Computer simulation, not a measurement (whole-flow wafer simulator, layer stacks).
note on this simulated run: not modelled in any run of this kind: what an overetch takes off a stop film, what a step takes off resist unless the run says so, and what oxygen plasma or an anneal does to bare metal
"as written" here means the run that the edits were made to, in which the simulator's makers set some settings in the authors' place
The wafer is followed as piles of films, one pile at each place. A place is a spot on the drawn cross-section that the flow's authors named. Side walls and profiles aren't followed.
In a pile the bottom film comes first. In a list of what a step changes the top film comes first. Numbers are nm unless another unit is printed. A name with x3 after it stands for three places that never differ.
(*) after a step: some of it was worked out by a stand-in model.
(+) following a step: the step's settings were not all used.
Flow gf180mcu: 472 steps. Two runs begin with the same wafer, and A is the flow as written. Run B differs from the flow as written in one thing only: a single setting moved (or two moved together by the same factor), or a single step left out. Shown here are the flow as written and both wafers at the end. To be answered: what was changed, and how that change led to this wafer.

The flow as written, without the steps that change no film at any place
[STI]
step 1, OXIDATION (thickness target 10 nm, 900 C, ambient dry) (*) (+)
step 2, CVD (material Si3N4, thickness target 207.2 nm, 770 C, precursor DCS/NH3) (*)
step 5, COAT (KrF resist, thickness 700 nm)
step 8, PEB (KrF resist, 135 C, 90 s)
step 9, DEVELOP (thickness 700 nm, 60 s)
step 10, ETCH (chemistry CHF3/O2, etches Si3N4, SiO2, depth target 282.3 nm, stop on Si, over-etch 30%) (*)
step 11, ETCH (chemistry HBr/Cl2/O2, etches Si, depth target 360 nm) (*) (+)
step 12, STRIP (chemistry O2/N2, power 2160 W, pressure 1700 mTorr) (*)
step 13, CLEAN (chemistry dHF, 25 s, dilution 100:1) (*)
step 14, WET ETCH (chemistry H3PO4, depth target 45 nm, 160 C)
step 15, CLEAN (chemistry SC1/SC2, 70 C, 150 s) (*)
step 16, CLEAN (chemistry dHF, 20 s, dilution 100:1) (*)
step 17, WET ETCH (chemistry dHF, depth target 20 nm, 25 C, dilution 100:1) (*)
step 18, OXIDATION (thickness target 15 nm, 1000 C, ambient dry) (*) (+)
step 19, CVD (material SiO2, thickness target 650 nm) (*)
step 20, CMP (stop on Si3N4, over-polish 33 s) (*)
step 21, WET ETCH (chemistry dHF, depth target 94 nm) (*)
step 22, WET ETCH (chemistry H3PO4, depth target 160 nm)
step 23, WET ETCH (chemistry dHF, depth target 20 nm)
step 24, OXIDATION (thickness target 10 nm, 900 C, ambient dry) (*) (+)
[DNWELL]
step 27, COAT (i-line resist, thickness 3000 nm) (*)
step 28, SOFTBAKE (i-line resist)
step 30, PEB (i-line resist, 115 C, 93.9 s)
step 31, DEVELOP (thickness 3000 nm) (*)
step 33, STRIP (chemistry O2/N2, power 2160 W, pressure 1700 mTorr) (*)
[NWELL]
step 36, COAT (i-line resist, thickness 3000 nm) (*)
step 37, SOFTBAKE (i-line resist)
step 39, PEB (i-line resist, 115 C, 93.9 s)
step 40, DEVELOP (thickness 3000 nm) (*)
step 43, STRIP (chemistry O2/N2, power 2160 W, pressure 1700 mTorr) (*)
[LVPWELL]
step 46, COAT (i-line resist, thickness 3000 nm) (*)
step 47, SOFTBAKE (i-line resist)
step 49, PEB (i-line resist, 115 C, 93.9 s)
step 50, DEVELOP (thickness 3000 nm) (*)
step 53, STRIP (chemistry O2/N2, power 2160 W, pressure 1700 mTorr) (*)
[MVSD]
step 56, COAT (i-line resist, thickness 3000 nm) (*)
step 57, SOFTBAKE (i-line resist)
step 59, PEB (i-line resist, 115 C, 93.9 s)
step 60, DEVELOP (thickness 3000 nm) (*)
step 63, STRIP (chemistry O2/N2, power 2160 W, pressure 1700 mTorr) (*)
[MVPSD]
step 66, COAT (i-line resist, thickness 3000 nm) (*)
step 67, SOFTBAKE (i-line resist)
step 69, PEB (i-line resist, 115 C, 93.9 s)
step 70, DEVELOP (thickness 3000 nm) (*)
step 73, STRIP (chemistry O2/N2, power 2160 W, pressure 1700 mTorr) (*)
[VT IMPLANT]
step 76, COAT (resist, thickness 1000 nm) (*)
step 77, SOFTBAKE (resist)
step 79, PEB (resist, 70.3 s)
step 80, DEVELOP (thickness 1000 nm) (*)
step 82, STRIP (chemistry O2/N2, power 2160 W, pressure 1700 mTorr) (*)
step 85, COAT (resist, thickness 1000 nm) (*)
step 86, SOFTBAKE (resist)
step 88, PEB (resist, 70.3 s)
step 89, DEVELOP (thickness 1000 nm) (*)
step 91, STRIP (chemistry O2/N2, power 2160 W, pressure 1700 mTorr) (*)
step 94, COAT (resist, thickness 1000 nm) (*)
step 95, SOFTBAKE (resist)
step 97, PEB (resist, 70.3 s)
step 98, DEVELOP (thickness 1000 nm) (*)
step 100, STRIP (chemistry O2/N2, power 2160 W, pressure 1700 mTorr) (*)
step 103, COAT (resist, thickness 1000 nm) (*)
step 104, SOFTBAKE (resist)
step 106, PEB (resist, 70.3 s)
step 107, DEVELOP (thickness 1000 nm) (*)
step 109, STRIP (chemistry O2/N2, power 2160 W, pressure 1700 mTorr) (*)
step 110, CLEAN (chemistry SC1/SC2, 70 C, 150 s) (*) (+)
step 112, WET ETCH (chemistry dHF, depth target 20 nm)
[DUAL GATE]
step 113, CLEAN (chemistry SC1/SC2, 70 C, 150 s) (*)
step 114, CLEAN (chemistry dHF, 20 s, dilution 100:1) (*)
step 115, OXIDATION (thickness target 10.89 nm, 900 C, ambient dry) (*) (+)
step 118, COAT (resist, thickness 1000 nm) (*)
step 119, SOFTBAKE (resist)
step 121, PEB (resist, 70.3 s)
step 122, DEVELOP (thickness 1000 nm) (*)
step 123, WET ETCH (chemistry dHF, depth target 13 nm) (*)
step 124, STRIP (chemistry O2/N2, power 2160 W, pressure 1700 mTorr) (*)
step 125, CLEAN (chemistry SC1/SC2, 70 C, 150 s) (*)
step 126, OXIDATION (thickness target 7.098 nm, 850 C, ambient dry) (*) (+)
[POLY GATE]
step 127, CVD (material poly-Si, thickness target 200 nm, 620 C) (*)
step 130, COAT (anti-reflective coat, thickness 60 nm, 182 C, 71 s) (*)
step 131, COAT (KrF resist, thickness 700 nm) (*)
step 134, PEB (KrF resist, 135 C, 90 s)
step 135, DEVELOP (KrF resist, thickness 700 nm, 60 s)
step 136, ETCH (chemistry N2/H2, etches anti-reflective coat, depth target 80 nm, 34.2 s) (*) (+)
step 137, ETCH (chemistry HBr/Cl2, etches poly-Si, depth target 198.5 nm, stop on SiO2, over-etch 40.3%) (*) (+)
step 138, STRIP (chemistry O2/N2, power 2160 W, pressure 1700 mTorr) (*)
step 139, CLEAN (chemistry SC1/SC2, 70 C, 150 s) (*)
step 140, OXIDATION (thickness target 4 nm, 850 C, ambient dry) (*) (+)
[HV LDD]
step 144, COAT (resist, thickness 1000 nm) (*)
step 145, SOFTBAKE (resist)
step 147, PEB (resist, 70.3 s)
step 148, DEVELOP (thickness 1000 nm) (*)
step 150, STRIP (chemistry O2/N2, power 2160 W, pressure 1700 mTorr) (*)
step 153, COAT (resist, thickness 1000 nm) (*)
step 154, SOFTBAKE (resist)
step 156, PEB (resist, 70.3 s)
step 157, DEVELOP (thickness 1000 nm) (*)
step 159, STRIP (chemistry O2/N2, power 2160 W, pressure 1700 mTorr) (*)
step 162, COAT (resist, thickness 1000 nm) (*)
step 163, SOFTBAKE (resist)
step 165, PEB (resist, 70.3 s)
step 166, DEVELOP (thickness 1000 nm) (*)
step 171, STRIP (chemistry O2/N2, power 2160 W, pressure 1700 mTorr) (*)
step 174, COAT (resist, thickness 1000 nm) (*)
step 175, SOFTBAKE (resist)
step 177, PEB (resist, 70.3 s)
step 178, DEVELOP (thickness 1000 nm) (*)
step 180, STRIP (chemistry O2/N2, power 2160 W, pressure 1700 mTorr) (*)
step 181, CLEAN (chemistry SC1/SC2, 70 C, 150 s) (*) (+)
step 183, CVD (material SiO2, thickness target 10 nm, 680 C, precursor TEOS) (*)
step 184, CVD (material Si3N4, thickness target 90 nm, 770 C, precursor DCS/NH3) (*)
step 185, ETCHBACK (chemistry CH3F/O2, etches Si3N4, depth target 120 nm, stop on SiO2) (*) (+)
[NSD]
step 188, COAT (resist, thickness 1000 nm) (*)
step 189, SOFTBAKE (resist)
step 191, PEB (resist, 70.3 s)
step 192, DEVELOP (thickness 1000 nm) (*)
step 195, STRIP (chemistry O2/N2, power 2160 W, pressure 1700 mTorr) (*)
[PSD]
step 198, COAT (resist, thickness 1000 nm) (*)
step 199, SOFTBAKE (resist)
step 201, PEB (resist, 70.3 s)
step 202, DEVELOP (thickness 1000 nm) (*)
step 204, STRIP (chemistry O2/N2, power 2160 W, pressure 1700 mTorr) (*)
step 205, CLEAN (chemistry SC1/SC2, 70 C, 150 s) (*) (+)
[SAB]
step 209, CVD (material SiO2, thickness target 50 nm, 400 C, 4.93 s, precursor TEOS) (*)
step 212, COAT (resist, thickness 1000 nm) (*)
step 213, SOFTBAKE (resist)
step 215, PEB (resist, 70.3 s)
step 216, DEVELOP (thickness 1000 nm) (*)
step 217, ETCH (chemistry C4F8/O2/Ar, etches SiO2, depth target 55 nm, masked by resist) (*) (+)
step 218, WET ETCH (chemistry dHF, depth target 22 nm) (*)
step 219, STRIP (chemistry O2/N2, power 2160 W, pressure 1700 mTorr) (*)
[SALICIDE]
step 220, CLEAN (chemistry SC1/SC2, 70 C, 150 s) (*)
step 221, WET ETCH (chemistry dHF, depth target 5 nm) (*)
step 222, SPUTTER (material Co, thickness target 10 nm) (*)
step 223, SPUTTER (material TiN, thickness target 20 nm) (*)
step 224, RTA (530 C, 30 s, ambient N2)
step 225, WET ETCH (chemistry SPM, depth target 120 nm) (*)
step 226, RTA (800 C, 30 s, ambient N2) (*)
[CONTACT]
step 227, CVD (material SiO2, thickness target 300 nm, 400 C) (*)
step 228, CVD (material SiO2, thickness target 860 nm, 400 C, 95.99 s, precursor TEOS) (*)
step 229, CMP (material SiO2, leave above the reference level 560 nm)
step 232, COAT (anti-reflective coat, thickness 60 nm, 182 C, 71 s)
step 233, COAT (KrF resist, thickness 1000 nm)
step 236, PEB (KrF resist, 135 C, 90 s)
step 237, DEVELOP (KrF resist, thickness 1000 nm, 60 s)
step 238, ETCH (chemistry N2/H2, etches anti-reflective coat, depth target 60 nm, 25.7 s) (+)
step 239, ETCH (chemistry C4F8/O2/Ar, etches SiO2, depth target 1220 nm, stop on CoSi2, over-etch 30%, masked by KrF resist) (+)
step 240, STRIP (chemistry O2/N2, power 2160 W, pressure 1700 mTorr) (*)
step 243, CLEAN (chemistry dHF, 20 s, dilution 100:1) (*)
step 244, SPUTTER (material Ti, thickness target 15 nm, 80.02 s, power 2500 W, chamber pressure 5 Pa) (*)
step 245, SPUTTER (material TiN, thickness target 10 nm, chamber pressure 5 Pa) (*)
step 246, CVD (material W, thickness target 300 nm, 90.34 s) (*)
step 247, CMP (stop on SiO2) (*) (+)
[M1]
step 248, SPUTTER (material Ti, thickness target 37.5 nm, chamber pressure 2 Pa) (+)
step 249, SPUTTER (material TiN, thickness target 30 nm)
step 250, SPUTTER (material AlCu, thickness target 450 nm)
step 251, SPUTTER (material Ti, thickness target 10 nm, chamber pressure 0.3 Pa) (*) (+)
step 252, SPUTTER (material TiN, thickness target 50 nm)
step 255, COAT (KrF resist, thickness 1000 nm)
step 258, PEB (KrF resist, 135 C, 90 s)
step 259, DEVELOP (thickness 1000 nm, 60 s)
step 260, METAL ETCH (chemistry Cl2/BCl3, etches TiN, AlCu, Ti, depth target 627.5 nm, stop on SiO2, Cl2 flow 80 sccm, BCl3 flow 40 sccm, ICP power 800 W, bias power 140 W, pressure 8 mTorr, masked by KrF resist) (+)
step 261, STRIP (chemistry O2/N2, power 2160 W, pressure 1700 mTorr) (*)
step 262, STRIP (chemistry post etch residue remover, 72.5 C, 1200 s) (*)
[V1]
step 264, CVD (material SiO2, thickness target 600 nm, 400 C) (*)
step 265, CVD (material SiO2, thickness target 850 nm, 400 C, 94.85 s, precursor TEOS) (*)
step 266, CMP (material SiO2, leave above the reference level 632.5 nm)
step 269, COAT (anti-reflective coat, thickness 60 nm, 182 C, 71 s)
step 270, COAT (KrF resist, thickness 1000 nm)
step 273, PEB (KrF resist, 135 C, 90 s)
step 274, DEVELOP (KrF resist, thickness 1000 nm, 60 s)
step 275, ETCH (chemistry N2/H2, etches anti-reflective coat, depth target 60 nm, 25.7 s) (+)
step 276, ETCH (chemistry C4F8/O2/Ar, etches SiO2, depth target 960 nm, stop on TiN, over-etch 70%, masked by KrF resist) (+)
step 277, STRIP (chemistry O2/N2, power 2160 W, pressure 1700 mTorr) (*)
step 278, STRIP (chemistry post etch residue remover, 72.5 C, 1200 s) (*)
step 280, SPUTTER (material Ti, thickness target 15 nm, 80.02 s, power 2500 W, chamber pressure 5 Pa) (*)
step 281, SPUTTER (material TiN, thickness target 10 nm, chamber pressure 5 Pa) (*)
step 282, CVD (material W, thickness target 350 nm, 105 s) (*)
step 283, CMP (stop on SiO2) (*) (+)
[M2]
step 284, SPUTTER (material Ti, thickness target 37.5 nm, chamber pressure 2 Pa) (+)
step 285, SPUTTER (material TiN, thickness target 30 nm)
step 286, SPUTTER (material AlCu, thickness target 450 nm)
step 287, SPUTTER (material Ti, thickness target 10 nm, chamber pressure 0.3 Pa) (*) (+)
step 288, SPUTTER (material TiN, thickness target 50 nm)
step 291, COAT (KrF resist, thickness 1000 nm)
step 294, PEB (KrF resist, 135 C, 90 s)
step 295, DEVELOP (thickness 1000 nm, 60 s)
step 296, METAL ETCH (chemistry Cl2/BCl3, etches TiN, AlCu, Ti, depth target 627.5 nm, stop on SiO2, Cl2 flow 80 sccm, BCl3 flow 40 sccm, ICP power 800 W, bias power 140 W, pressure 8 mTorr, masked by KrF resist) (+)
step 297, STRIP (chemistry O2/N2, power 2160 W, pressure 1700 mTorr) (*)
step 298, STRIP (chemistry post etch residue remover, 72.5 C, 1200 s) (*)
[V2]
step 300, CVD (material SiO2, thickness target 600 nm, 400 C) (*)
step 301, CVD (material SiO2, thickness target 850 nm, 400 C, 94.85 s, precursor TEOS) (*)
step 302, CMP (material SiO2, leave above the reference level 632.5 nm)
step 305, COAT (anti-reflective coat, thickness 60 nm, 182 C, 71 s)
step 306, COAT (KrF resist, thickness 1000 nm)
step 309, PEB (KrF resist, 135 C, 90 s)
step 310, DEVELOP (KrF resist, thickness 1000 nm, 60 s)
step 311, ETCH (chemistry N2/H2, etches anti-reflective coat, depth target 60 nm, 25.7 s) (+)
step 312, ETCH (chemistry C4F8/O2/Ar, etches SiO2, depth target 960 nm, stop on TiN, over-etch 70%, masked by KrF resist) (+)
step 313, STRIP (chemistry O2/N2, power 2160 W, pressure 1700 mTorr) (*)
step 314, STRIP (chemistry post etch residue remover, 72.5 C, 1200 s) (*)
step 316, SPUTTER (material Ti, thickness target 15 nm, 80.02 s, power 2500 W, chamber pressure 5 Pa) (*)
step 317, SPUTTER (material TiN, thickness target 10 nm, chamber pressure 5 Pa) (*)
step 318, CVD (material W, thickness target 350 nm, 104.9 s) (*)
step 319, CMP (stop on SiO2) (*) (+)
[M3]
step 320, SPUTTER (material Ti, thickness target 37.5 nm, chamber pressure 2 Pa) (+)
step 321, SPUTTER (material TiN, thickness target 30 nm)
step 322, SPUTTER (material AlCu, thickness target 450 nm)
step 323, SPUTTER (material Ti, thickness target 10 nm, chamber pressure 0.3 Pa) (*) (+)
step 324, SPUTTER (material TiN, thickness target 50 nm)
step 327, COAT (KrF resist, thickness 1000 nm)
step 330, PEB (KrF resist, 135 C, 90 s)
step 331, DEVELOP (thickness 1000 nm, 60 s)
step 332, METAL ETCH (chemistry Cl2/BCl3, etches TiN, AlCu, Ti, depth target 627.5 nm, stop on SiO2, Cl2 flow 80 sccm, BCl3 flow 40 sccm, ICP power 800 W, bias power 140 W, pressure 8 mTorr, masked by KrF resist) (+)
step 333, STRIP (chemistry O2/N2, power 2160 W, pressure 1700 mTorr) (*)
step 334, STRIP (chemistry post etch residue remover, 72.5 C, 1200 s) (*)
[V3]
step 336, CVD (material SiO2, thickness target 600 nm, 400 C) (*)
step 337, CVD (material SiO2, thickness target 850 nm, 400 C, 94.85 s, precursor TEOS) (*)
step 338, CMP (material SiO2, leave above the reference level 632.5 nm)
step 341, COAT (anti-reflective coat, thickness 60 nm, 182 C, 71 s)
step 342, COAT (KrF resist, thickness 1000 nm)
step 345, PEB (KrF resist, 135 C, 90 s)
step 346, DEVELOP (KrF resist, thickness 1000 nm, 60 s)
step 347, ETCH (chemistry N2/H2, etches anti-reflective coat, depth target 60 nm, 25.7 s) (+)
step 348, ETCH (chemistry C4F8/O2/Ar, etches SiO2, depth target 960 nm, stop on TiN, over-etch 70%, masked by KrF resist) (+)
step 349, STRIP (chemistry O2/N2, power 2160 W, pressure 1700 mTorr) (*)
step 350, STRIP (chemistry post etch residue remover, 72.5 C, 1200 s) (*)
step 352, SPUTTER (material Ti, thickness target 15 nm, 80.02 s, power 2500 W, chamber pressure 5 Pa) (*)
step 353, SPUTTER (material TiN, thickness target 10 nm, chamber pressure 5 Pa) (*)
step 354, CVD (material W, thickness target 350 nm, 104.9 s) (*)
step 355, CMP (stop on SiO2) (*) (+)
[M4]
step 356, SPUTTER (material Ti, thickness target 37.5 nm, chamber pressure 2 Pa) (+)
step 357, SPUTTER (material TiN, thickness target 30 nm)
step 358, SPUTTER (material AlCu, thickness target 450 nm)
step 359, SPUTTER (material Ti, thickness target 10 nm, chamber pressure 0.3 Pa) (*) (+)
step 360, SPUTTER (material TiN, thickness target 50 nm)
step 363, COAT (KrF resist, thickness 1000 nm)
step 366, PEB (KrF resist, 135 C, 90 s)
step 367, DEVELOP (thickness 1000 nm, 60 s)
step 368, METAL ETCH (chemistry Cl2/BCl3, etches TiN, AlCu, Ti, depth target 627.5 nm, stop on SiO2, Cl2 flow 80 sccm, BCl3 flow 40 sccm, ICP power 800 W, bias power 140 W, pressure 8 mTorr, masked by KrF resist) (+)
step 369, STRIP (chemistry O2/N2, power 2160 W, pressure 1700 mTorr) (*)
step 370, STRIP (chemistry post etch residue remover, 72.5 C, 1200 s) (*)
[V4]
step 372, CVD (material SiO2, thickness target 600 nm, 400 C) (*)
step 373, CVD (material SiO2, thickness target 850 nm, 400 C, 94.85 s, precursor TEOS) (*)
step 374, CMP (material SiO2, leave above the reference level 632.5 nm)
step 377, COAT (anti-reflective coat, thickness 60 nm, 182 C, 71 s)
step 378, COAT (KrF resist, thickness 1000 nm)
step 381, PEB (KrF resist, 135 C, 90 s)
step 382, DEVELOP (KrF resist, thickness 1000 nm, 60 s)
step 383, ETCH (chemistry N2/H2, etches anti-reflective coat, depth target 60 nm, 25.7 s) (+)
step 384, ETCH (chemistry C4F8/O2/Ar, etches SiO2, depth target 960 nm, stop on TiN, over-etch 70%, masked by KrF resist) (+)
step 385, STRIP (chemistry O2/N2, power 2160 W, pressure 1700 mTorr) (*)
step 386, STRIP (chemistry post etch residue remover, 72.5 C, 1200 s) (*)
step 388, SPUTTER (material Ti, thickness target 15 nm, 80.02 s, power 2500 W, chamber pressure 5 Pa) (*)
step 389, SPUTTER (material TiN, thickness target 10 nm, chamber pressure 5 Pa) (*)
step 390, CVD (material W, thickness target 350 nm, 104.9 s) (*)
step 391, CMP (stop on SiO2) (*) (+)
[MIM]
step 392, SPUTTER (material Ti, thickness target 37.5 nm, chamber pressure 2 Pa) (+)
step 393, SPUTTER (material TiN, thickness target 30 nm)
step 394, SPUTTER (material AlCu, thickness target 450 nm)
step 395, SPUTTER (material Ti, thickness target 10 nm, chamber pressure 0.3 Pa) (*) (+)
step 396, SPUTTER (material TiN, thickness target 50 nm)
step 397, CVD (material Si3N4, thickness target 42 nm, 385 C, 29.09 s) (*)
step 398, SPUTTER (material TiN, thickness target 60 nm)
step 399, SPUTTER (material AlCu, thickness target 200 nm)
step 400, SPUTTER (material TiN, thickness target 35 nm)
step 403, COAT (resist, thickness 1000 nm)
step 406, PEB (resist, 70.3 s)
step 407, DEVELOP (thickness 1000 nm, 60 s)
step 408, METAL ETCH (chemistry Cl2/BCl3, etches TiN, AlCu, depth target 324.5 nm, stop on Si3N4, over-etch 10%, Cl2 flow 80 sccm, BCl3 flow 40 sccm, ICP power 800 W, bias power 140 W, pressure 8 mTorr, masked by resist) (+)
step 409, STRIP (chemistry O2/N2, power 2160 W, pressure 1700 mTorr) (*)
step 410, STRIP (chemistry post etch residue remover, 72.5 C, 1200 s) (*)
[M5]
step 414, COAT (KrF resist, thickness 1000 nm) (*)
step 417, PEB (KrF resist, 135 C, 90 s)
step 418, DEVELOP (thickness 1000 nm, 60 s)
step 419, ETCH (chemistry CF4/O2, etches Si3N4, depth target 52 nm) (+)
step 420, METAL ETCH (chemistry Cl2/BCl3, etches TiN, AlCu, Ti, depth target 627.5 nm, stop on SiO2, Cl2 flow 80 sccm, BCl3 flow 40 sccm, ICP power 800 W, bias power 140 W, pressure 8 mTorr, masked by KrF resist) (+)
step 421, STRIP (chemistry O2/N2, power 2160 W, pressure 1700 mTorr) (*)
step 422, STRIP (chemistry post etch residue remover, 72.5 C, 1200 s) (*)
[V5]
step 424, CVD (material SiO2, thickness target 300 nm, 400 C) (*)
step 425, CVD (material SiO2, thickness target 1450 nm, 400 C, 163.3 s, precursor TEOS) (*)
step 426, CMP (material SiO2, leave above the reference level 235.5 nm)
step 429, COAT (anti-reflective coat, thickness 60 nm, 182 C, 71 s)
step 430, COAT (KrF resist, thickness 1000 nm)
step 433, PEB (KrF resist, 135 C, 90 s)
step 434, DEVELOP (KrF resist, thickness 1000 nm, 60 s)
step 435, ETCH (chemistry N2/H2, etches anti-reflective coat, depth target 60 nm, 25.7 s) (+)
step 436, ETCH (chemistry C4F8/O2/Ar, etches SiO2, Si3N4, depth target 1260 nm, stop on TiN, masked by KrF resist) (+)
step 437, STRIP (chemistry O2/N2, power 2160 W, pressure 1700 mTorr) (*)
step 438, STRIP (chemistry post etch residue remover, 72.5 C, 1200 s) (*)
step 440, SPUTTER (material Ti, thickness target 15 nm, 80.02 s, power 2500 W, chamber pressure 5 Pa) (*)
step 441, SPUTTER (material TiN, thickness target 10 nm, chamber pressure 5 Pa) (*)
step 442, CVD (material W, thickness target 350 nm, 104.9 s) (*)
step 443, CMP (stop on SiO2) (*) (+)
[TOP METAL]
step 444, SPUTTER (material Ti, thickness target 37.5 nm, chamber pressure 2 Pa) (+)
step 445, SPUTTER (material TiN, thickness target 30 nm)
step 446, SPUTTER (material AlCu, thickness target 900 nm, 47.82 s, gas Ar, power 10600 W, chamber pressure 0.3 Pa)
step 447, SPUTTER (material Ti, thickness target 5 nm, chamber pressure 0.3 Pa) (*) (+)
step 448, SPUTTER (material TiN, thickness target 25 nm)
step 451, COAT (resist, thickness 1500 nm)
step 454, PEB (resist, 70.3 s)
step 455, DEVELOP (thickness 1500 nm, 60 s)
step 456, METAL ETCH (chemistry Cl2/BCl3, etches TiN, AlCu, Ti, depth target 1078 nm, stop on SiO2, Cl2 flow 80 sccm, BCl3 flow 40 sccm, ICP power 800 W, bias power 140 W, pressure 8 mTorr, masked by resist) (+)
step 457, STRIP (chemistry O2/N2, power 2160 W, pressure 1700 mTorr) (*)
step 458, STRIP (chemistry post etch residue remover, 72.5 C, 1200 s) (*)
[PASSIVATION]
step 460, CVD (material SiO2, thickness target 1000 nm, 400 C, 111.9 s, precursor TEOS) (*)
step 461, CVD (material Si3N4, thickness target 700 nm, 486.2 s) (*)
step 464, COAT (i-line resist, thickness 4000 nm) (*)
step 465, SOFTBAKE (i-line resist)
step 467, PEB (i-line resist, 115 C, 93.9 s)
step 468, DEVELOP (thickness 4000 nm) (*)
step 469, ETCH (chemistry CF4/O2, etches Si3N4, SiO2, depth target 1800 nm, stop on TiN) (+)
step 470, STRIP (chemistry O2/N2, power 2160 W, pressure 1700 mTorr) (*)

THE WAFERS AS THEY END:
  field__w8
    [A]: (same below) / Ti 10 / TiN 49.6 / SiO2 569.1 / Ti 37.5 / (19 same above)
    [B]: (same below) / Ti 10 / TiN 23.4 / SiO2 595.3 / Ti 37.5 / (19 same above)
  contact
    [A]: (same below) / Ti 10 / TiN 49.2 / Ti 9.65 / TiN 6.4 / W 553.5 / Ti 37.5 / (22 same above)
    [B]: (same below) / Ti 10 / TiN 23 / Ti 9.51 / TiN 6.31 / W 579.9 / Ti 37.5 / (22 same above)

The reason: step 324, SPUTTER: thickness target 23.8 nm was run, while the flow as written has thickness target 50 nm.

The path from the change to this, step by step:
  step 324, SPUTTER (material TiN, thickness target 50 nm)
      field, field__w1, field__w2 and 108 more: A TiN gains 50 (new film) | B TiN gains 23.8 (new film)
  step 332, METAL ETCH (chemistry Cl2/BCl3, etches TiN, AlCu, Ti, depth target 627.5 nm, stop on SiO2, Cl2 flow 80 sccm, BCl3 flow 40 sccm, ICP power 800 W, bias power 140 W, pressure 8 mTorr, masked by KrF resist) (+)
      field, field__w1, field__w2 and 103 more: A TiN loses 50 (all of it), Ti loses 10 (all of it), AlCu loses 450 (all of it), TiN loses 30 (all of it), Ti loses 37.5 (all of it) | B TiN loses 23.8 (all of it), Ti loses 10 (all of it), AlCu loses 450 (all of it), TiN loses 30 (all of it), Ti loses 37.5 (all of it)
  step 338, CMP (material SiO2, leave above the reference level 632.5 nm)
      field__w8, contact, m1, m1__w1, m1_nw: A SiO2 loses 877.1 | B SiO2 loses 850.9
  step 348, ETCH (chemistry C4F8/O2/Ar, etches SiO2, depth target 960 nm, stop on TiN, over-etch 70%, masked by KrF resist) (+)
      contact: A SiO2 loses 572.5 (all of it) | B SiO2 loses 598.7 (all of it)
  step 354, CVD (material W, thickness target 350 nm, 104.9 s) (*)
      contact: A W gains 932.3 (new film) | B W gains 958.7 (new film)
